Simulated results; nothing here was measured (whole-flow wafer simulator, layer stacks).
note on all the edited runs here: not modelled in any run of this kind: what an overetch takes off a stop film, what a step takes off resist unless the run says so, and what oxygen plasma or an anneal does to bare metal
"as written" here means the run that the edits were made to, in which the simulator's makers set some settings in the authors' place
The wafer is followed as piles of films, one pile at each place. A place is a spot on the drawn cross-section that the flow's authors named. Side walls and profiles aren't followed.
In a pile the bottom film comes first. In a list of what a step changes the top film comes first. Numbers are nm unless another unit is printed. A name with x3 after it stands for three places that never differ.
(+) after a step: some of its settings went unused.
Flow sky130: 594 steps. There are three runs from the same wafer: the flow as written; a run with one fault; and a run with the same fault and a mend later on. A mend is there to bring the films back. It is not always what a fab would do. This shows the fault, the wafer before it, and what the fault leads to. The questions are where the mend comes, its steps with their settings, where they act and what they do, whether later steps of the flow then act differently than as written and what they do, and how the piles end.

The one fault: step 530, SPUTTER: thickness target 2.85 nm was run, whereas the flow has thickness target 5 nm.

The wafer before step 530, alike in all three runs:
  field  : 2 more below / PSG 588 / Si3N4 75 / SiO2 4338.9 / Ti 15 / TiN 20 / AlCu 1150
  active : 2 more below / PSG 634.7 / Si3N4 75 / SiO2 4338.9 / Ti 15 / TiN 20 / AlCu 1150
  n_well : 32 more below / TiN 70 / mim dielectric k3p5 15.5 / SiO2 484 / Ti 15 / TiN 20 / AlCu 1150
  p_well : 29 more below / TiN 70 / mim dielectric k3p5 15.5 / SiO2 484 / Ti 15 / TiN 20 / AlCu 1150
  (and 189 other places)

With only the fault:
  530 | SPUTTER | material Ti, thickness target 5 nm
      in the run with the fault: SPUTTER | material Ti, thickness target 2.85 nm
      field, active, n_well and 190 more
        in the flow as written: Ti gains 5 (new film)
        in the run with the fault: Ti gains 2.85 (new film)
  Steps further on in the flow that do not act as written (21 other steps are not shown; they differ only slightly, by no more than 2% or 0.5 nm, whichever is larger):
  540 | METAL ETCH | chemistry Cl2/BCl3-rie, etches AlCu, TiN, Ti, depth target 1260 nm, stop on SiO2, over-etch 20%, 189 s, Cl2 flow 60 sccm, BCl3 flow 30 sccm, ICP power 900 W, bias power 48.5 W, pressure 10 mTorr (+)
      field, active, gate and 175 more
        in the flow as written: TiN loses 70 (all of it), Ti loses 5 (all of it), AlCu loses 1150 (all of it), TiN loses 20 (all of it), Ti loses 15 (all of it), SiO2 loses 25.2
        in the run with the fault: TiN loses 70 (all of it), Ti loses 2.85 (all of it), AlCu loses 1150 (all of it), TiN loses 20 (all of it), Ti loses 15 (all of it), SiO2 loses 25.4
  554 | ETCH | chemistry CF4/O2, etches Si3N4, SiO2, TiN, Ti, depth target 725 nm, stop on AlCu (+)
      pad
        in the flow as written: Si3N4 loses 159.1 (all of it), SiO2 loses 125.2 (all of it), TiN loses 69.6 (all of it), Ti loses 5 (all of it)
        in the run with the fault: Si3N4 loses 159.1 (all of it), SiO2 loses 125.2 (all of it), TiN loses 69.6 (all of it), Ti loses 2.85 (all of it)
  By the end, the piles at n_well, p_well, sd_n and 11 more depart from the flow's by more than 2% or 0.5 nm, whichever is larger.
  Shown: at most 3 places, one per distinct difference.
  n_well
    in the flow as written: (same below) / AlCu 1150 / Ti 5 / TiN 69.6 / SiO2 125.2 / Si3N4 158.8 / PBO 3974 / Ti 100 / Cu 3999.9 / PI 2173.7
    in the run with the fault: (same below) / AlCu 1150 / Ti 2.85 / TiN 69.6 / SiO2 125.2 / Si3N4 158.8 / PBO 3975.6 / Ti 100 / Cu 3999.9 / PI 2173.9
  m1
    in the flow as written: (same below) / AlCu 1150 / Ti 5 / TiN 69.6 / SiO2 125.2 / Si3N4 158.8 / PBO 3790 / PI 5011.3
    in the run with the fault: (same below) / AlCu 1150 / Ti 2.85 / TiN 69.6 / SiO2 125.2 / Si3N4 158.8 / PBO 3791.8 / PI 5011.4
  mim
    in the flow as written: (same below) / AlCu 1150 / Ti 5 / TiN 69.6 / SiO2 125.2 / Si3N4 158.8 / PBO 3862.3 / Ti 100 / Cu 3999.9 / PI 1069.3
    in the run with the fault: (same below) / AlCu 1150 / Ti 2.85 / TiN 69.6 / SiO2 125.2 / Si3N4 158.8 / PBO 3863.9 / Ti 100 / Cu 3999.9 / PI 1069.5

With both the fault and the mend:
  The mend follows step 530.
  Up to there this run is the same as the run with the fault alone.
  530a | SPUTTER | material Ti, thickness target 2.15 nm (the flow's step 530 again, with other settings)
      field, active, n_well and 190 more
        Ti gains 2.15
  Every later step of the flow that is run acts as written at every place that is followed.
  By the end, the piles equal the flow's at every place that both follow.
